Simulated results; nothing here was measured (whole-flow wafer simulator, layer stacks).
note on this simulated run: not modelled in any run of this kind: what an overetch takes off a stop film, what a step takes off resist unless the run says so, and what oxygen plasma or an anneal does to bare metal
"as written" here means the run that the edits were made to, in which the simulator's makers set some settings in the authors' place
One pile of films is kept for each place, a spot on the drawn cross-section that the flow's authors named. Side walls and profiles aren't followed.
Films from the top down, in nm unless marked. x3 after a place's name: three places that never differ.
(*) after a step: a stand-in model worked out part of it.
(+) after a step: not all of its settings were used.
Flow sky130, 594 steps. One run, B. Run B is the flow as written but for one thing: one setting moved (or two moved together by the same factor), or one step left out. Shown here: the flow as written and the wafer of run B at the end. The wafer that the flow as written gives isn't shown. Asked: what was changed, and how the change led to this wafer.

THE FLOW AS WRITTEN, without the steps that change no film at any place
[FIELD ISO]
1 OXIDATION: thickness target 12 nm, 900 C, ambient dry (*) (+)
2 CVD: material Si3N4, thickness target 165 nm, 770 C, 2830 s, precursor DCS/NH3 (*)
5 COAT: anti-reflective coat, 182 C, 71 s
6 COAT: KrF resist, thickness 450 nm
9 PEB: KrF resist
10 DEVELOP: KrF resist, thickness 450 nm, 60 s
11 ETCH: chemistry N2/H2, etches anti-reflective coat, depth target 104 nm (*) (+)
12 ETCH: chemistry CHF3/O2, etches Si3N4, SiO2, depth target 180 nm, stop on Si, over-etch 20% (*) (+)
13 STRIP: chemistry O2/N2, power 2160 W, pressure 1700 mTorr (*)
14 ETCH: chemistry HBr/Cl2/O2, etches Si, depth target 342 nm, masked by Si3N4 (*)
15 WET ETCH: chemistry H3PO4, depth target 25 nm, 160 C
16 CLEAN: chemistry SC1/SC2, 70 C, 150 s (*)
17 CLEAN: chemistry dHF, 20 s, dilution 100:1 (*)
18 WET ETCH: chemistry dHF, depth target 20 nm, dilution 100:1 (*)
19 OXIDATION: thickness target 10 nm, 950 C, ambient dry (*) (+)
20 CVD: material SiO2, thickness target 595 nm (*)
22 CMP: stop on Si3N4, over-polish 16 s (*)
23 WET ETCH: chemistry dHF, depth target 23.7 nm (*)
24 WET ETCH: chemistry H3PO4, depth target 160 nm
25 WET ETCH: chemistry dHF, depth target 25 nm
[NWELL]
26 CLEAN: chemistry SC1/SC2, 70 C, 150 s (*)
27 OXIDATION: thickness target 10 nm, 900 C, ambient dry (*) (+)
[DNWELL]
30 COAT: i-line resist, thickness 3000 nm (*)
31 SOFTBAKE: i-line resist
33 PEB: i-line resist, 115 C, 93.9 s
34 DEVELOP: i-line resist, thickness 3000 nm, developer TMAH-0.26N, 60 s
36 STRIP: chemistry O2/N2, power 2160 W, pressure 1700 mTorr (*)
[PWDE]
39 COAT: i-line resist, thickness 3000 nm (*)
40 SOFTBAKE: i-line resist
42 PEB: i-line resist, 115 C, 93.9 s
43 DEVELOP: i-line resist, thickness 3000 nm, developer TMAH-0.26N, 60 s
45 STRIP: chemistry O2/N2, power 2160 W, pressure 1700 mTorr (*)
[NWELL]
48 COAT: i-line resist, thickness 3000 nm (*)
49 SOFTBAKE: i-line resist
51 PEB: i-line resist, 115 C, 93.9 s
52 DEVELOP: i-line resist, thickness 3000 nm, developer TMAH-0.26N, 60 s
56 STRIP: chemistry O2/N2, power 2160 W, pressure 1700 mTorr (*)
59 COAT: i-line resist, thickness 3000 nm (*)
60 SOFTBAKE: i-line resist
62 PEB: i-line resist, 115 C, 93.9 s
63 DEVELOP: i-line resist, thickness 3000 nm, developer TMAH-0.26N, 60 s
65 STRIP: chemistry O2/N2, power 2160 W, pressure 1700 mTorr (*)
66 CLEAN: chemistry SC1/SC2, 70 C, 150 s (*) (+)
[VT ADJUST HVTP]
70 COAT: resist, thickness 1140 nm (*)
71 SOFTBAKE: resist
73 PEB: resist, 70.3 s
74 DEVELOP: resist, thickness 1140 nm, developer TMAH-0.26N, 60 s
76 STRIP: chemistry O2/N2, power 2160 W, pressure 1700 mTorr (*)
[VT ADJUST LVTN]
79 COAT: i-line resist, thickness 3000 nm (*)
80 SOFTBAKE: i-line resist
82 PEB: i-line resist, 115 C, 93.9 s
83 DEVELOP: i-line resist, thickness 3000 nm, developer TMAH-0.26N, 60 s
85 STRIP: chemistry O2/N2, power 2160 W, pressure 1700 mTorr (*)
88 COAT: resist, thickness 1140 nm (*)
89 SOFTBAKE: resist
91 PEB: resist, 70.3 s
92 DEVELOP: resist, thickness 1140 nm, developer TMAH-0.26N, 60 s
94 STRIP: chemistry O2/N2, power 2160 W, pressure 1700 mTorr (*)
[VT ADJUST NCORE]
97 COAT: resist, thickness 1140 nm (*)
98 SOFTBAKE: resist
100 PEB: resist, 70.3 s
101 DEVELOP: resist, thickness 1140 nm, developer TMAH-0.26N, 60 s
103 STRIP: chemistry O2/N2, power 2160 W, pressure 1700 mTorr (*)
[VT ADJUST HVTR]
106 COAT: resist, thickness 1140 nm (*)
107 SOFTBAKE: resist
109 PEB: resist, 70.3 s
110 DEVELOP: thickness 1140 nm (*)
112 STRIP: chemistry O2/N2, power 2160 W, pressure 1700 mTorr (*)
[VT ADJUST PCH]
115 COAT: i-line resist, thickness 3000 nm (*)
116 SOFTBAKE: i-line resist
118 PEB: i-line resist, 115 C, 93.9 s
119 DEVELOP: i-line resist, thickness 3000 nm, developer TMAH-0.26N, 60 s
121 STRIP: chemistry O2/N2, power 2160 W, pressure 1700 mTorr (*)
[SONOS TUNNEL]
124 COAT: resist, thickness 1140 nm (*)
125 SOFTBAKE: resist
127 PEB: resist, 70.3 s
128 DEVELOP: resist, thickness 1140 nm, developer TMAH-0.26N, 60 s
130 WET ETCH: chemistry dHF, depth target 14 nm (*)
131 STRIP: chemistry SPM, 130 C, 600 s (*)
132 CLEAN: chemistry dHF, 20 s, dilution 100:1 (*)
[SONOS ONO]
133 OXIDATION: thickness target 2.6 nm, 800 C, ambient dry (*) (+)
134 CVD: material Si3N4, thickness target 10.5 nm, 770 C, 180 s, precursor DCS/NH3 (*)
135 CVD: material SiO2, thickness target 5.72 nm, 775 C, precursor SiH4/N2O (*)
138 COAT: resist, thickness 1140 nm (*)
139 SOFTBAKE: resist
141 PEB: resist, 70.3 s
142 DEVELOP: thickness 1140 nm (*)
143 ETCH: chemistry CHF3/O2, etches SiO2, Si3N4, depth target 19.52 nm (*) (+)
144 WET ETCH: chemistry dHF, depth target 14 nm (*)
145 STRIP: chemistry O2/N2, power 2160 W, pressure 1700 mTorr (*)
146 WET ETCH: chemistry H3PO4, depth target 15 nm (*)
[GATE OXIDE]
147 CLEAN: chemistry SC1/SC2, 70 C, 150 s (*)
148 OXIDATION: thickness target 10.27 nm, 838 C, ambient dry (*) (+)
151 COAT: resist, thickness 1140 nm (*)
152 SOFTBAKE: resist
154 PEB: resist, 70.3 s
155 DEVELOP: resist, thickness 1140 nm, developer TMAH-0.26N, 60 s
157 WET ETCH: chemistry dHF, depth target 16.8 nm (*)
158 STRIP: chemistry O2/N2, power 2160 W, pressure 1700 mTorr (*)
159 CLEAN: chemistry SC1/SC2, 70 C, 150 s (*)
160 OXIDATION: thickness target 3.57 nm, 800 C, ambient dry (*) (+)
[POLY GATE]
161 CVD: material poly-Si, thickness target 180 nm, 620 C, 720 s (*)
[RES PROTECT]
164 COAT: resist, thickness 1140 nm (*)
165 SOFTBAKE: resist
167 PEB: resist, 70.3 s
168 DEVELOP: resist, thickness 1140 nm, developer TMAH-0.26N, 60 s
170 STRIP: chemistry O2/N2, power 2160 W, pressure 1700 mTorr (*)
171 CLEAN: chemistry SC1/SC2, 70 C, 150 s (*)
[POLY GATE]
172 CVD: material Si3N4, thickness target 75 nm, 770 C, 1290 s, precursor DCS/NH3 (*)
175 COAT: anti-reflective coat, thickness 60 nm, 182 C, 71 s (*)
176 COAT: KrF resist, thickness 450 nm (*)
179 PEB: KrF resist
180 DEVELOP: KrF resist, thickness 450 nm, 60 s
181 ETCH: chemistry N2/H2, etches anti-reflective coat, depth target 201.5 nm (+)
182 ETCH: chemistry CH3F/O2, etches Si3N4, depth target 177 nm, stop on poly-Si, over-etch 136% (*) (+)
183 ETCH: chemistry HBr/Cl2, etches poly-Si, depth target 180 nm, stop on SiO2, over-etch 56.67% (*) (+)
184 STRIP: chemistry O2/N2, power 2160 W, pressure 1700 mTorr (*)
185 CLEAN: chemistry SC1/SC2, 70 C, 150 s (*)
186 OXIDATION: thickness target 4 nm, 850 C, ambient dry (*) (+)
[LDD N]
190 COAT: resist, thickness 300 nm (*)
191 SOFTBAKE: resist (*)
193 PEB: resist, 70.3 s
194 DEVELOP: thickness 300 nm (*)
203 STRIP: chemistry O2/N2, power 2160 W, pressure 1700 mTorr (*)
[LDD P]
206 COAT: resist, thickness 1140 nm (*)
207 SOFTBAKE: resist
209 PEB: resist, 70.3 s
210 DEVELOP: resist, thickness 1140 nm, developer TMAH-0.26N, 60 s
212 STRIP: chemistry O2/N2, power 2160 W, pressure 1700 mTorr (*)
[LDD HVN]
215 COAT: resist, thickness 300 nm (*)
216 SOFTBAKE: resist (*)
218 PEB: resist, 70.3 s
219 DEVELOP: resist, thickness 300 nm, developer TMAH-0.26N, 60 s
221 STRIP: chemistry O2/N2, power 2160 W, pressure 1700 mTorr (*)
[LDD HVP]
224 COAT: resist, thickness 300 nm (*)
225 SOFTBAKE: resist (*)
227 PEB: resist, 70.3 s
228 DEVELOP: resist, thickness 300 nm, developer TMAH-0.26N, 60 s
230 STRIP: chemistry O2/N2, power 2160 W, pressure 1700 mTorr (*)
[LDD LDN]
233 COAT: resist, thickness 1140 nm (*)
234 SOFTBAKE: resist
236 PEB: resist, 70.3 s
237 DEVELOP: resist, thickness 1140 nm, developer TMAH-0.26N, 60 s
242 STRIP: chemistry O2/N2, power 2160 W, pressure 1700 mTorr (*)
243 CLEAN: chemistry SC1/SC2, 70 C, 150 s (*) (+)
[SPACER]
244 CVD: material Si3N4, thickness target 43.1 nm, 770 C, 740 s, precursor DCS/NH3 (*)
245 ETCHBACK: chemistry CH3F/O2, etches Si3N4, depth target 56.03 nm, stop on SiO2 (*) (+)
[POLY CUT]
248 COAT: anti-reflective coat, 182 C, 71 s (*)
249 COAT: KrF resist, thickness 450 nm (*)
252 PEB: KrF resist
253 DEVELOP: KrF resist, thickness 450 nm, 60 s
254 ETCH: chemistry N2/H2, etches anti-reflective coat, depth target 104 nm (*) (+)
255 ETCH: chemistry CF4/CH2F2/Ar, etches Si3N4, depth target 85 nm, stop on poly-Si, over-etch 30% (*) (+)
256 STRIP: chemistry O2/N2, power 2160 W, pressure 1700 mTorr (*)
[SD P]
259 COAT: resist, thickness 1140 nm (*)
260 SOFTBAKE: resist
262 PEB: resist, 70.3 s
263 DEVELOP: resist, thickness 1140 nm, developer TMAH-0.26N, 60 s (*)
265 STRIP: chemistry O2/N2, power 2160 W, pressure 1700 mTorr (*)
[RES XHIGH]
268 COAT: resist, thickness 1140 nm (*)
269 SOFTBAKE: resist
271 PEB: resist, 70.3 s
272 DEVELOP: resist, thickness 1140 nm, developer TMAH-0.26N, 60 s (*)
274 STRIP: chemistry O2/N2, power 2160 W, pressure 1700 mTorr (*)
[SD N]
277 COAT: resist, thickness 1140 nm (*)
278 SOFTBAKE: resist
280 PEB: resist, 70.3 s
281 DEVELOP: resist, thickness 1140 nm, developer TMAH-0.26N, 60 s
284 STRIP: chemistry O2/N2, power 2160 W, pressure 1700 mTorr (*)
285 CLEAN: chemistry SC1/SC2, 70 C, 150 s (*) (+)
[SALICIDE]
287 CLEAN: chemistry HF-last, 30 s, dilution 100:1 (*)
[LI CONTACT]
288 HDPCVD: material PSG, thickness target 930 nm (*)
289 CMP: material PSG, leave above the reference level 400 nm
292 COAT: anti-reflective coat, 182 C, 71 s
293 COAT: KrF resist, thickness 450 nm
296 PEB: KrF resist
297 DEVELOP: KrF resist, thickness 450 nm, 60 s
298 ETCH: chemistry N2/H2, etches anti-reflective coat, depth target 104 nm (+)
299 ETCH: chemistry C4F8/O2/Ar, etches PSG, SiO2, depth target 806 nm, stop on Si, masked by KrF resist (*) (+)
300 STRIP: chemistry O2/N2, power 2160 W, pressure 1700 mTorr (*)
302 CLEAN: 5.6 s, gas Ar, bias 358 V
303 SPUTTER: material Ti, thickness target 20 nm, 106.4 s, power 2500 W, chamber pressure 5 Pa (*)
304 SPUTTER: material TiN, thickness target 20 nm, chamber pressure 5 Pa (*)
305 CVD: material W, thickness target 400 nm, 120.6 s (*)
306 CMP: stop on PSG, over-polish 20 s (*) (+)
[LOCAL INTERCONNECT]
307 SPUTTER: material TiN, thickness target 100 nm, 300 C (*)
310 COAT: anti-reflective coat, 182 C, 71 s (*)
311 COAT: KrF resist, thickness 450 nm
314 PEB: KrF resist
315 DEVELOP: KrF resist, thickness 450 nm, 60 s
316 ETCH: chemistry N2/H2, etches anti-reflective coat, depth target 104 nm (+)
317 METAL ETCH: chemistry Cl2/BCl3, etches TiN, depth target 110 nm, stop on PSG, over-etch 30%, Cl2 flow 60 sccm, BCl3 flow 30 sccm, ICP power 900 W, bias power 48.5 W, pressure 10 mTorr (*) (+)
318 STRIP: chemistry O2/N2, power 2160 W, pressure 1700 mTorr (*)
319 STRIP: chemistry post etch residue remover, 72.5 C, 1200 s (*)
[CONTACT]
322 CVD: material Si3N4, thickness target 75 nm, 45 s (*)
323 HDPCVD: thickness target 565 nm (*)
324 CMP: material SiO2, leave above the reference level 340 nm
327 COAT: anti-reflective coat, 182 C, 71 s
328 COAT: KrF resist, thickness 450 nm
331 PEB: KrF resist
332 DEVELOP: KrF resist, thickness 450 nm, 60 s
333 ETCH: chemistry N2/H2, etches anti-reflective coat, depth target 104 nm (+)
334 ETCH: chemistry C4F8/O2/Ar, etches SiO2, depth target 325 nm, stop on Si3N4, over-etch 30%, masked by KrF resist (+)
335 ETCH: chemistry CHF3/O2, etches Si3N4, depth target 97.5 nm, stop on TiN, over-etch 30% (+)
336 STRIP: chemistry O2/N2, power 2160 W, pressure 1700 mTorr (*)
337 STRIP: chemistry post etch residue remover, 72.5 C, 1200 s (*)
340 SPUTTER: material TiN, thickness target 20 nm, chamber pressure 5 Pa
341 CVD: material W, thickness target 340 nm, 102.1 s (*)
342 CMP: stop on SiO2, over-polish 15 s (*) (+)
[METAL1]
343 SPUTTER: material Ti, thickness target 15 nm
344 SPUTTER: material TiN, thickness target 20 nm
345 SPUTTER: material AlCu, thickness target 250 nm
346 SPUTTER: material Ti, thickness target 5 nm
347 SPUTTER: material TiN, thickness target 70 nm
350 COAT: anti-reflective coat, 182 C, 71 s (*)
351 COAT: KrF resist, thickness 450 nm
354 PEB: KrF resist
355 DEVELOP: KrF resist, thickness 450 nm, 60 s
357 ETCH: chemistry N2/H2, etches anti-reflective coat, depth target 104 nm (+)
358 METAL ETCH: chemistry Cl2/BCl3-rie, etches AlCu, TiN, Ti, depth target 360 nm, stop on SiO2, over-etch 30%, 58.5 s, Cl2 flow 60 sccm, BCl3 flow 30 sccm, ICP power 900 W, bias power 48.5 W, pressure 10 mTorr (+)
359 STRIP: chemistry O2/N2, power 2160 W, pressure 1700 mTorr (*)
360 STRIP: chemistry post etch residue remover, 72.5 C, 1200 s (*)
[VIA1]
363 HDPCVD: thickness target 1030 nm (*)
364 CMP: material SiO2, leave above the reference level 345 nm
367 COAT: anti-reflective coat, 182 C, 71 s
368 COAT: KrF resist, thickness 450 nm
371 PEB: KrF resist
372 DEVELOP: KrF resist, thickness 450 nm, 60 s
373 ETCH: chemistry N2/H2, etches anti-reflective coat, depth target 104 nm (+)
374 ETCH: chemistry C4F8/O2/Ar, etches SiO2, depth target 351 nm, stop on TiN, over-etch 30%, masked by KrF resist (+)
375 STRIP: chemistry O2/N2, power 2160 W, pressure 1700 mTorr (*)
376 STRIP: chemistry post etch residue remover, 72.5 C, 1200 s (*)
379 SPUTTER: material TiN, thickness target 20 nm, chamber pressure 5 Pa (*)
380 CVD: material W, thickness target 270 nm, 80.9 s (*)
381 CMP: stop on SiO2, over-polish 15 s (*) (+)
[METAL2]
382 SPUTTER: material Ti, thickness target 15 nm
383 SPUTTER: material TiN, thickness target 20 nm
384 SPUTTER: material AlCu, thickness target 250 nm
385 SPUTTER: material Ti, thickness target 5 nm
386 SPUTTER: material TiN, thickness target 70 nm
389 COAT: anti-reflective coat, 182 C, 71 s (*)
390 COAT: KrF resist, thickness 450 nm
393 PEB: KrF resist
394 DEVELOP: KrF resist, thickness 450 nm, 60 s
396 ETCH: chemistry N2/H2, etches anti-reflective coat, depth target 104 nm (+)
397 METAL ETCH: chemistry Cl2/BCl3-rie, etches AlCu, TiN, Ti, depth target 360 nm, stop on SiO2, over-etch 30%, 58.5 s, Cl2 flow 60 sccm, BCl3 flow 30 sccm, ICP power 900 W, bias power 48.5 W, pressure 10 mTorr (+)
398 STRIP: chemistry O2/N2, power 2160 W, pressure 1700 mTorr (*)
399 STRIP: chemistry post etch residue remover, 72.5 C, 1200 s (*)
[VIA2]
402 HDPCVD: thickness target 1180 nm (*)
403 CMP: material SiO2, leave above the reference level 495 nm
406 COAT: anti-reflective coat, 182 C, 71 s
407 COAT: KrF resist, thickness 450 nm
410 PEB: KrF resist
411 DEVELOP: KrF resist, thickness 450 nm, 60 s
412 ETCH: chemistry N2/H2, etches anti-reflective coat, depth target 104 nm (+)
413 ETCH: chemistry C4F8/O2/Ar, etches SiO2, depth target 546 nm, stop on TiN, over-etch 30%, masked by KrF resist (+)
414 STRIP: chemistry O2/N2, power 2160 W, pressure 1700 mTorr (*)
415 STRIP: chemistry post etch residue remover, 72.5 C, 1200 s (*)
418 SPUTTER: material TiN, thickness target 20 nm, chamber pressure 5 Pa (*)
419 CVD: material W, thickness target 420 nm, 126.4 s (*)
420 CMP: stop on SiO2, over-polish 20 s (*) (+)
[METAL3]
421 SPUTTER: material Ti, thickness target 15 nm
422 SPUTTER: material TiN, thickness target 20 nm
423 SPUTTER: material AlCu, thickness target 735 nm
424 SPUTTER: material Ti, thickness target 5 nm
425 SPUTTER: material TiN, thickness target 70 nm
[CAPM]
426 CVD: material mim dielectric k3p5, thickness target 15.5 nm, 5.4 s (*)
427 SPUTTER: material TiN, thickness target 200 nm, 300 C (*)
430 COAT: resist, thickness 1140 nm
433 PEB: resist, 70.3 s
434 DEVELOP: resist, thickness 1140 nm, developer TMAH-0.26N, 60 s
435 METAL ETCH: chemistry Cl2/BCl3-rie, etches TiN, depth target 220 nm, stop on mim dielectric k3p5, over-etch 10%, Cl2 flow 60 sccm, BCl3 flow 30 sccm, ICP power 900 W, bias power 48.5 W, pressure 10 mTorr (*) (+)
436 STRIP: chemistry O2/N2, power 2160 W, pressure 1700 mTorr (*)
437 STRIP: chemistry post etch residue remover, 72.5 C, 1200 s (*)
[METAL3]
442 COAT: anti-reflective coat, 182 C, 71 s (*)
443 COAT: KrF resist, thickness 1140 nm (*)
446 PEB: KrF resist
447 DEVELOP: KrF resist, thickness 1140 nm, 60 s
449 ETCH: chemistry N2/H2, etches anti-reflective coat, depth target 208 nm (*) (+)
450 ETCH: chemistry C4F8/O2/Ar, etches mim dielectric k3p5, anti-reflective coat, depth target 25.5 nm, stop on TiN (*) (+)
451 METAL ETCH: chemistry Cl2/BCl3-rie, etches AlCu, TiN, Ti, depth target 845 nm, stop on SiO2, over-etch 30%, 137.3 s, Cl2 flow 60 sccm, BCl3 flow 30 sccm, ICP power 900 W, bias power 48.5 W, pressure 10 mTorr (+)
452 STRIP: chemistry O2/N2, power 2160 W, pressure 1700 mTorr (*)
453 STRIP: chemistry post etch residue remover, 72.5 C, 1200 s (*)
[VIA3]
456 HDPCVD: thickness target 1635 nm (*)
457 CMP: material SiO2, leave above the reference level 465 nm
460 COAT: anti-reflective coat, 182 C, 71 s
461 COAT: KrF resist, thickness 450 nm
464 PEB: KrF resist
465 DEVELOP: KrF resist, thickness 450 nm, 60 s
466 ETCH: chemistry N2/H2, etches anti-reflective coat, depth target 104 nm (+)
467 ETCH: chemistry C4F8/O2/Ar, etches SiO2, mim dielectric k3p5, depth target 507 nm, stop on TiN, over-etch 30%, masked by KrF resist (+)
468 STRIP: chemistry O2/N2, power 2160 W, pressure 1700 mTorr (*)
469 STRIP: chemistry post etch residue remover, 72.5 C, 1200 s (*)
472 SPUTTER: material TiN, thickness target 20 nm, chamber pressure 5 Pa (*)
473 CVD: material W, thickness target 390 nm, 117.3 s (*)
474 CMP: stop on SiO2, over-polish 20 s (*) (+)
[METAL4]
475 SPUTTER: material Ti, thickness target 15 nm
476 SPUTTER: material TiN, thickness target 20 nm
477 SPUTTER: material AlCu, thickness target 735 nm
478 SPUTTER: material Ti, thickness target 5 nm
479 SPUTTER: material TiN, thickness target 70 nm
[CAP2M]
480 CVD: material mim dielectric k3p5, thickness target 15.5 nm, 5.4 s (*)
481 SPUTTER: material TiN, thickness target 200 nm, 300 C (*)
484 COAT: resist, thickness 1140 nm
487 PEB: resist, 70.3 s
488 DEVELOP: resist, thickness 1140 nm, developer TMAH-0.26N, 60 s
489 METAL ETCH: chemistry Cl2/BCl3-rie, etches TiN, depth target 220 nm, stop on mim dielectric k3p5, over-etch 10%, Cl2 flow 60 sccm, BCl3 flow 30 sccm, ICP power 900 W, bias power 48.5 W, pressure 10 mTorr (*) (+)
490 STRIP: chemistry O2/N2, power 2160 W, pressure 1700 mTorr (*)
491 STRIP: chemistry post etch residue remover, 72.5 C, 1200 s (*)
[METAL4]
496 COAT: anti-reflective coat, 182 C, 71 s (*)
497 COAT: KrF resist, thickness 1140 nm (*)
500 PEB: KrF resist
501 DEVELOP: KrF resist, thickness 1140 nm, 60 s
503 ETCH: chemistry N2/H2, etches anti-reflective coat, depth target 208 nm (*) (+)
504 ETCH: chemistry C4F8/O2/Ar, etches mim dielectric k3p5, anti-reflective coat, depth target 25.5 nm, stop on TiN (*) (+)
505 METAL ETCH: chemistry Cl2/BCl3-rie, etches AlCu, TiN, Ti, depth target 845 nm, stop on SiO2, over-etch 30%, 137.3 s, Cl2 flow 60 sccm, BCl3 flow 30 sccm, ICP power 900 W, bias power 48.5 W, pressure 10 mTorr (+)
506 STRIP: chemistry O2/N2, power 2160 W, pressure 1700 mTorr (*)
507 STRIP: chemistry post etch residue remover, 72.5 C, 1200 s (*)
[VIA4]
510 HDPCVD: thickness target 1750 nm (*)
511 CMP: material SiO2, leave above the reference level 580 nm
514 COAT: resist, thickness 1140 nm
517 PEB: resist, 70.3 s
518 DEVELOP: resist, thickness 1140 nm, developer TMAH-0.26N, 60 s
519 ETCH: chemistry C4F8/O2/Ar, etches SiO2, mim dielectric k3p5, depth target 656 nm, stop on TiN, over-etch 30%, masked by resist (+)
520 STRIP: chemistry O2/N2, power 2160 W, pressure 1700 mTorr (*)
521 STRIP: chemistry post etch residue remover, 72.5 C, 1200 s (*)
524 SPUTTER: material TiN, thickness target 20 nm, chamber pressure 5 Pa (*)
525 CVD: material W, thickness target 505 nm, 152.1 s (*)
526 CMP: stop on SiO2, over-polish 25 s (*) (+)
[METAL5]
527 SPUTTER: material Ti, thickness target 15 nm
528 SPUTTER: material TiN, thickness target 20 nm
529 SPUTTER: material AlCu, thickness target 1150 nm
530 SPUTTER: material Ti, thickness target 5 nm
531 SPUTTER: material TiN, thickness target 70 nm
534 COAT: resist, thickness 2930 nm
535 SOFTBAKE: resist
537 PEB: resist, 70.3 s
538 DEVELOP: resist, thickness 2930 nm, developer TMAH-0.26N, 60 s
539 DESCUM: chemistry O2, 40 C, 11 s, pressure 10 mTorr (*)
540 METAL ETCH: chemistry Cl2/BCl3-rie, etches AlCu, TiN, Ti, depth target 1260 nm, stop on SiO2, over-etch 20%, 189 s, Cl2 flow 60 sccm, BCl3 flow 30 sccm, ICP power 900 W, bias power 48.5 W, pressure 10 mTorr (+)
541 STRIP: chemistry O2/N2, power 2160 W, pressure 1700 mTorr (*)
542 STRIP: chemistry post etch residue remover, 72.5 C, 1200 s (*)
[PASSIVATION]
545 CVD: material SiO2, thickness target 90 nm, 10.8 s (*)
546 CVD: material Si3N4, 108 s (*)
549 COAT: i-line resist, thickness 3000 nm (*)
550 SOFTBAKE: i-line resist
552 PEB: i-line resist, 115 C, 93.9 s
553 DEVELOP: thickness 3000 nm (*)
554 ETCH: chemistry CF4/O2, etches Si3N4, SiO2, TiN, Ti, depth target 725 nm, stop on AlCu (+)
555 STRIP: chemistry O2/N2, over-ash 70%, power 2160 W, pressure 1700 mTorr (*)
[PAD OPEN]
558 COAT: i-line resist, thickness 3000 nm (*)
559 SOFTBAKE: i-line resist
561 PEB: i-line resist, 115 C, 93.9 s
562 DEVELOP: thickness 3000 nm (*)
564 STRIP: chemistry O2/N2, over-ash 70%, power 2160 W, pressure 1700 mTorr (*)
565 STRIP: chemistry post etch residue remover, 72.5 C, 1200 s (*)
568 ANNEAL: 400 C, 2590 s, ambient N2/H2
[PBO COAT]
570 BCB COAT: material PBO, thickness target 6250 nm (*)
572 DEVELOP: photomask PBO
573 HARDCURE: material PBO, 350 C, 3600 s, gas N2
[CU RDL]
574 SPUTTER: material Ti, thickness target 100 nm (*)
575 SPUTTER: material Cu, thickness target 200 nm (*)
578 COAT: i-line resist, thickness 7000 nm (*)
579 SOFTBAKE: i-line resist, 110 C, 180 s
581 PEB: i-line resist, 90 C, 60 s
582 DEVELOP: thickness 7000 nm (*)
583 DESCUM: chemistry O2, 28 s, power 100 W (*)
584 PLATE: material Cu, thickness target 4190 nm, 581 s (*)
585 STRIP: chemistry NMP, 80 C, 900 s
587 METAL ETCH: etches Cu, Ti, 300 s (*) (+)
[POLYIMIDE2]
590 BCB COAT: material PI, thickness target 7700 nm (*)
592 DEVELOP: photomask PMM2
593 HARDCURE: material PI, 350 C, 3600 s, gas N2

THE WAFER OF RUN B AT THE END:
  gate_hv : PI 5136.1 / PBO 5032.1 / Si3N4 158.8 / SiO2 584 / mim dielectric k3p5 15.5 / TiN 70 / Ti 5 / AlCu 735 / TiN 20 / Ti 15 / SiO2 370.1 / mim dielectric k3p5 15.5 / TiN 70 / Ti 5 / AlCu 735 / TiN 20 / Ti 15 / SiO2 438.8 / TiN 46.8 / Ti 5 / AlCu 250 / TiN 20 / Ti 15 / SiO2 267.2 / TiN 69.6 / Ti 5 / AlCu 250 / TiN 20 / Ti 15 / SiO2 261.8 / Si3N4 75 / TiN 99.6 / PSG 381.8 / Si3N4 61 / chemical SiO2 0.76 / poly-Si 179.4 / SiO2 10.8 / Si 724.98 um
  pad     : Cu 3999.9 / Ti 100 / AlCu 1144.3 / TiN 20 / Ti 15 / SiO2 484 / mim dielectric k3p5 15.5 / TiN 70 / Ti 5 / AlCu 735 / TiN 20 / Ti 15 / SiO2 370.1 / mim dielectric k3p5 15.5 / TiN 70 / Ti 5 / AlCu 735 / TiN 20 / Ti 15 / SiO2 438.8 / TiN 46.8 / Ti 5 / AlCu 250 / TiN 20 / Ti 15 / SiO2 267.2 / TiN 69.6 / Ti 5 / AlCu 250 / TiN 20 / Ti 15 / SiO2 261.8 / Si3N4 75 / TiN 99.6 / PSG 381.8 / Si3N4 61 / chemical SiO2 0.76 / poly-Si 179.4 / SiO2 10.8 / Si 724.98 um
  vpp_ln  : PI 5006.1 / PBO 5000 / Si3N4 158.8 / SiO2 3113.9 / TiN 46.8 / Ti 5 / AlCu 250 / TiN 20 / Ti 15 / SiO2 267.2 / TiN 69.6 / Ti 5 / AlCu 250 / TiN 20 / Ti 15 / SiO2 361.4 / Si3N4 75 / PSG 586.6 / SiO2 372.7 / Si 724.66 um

The cause: step 386, SPUTTER: thickness target 47.2 nm was run, where the flow has thickness target 70 nm.

How the change led to this, step by step:
  386 SPUTTER: material TiN, thickness target 70 nm
      field, active, n_well and 188 more: TiN +47.2 (new film) (as written it would be: TiN +70 (new film))
  397 METAL ETCH: chemistry Cl2/BCl3-rie, etches AlCu, TiN, Ti, depth target 360 nm, stop on SiO2, over-etch 30%, 58.5 s, Cl2 flow 60 sccm, BCl3 flow 30 sccm, ICP power 900 W, bias power 48.5 W, pressure 10 mTorr (+)
      field, active, gate and 82 more: TiN -45.9 (all of it), Ti -5 (all of it), AlCu -250 (all of it), TiN -20 (all of it), Ti -15 (all of it), SiO2 -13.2 (as written it would be: TiN -68.7 (all of it), Ti -5 (all of it), AlCu -250 (all of it), TiN -20 (all of it), Ti -15 (all of it), SiO2 -10.9)
  403 CMP: material SiO2, leave above the reference level 495 nm
      n_well, p_well, gate_hv and 101 more: SiO2 -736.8 (as written it would be: SiO2 -759.6)
      m1, via1_hole: SiO2 -736.3 (as written it would be: SiO2 -759.1)
  413 ETCH: chemistry C4F8/O2/Ar, etches SiO2, depth target 546 nm, stop on TiN, over-etch 30%, masked by KrF resist (+)
      m1: SiO2 -443.1 (all of it) (as written it would be: SiO2 -420.3 (all of it))
      via2_hole: SiO2 -442.6 (all of it) (as written it would be: SiO2 -419.8 (all of it))
  419 CVD: material W, thickness target 420 nm, 126.4 s (*)
      m1: W +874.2 (new film) (as written it would be: W +851.1 (new film))
      via2_hole: W +873.8 (new film) (as written it would be: W +850.7 (new film))
